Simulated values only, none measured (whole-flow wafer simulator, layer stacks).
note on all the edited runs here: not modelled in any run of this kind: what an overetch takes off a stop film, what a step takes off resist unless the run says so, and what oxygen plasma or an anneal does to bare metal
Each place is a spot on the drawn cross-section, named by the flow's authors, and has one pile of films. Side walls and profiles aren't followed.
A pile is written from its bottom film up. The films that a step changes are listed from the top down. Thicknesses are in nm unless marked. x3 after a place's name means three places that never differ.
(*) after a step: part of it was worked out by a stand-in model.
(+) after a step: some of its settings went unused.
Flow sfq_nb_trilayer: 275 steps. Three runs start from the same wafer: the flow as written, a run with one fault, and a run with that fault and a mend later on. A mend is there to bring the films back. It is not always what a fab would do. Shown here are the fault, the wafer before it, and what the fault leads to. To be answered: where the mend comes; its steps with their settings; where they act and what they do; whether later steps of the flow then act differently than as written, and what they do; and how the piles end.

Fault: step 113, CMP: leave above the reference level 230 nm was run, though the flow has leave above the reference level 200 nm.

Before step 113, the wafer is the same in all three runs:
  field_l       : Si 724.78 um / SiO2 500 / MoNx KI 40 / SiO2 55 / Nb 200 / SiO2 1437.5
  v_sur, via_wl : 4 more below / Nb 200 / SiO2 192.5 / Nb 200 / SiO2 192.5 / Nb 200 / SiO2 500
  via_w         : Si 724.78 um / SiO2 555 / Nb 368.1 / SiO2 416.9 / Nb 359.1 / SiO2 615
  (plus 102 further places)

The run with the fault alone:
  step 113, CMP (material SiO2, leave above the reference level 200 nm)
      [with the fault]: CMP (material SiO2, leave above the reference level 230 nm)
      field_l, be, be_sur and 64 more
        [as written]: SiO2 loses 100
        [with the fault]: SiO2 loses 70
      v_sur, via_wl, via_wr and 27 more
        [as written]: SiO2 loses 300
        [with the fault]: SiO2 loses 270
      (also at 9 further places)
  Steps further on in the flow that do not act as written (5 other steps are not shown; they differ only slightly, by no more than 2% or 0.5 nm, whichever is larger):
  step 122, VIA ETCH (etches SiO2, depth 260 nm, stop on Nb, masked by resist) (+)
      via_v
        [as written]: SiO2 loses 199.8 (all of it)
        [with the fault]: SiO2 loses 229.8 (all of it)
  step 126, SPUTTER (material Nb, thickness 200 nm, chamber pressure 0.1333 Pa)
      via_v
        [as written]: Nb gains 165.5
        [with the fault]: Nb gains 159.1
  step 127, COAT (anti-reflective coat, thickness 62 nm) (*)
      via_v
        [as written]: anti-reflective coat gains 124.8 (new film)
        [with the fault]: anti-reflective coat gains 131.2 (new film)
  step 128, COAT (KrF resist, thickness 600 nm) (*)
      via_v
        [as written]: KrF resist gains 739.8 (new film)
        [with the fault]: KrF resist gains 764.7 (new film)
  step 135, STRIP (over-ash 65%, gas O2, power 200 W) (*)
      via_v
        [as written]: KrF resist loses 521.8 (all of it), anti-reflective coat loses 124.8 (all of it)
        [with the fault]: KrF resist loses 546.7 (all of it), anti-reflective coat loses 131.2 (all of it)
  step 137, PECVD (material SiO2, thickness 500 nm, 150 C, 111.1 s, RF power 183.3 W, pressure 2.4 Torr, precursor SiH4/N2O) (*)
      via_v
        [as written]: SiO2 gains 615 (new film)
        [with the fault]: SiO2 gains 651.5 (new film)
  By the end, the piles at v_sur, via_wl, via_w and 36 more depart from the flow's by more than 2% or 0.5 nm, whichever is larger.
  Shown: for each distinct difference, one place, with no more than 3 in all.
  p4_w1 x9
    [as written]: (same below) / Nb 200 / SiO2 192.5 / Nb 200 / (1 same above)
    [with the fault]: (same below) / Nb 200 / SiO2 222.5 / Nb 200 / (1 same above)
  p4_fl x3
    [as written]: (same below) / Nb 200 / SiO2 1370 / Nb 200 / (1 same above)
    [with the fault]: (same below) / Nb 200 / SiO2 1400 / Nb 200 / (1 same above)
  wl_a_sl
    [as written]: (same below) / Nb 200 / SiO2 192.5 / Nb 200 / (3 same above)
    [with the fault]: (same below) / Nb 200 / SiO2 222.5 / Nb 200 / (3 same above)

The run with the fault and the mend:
  The mend stands after step 120.
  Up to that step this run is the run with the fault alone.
  step 120a, STRIP (over-ash 65%, gas O2, power 200 W) (*)
      field_l, v_sur, via_wl and 102 more
        KrF resist loses 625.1 (all of it), anti-reflective coat loses 62 (all of it)
      via_v
        anti-reflective coat loses 62 (all of it)
  step 120b, CMP (material SiO2, leave above the reference level 200 nm) (a further turn of the flow's step 113)
      field_l, v_sur, via_wl and 103 more
        SiO2 loses 30
  step 120c, COAT (anti-reflective coat, thickness 62 nm) (a further turn of the flow's step 115)
      field_l, v_sur, via_wl and 103 more
        anti-reflective coat gains 62 (new film)
  step 120d, COAT (KrF resist, thickness 650 nm) (a further turn of the flow's step 116)
      field_l, v_sur, via_wl and 103 more
        KrF resist gains 650 (new film)
  step 120e, SOFTBAKE (KrF resist) (a further turn of the flow's step 117)
      leaves every film unchanged at each place that is followed
  step 120f, EXPOSE (photomask I3, dose 11.91 mJ/cm2, NA 0.6, wavelength 248 nm) (*) (a further turn of the flow's step 118)
      leaves every film unchanged at each place that is followed
  step 120g, PEB (KrF resist, 90 s) (a further turn of the flow's step 119)
      field_l, v_sur, via_wl and 103 more
        KrF resist loses 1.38
  step 120h, DEVELOP (KrF resist, thickness 650 nm, 60 s) (a further turn of the flow's step 120)
      field_l, v_sur, via_wl and 102 more
        KrF resist loses 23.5
      via_v
        KrF resist loses 648.6 (all of it)
  None of the later steps of the flow acts differently than as written at any place that is followed.
  At every place that both follow, the piles at the end match the flow's.
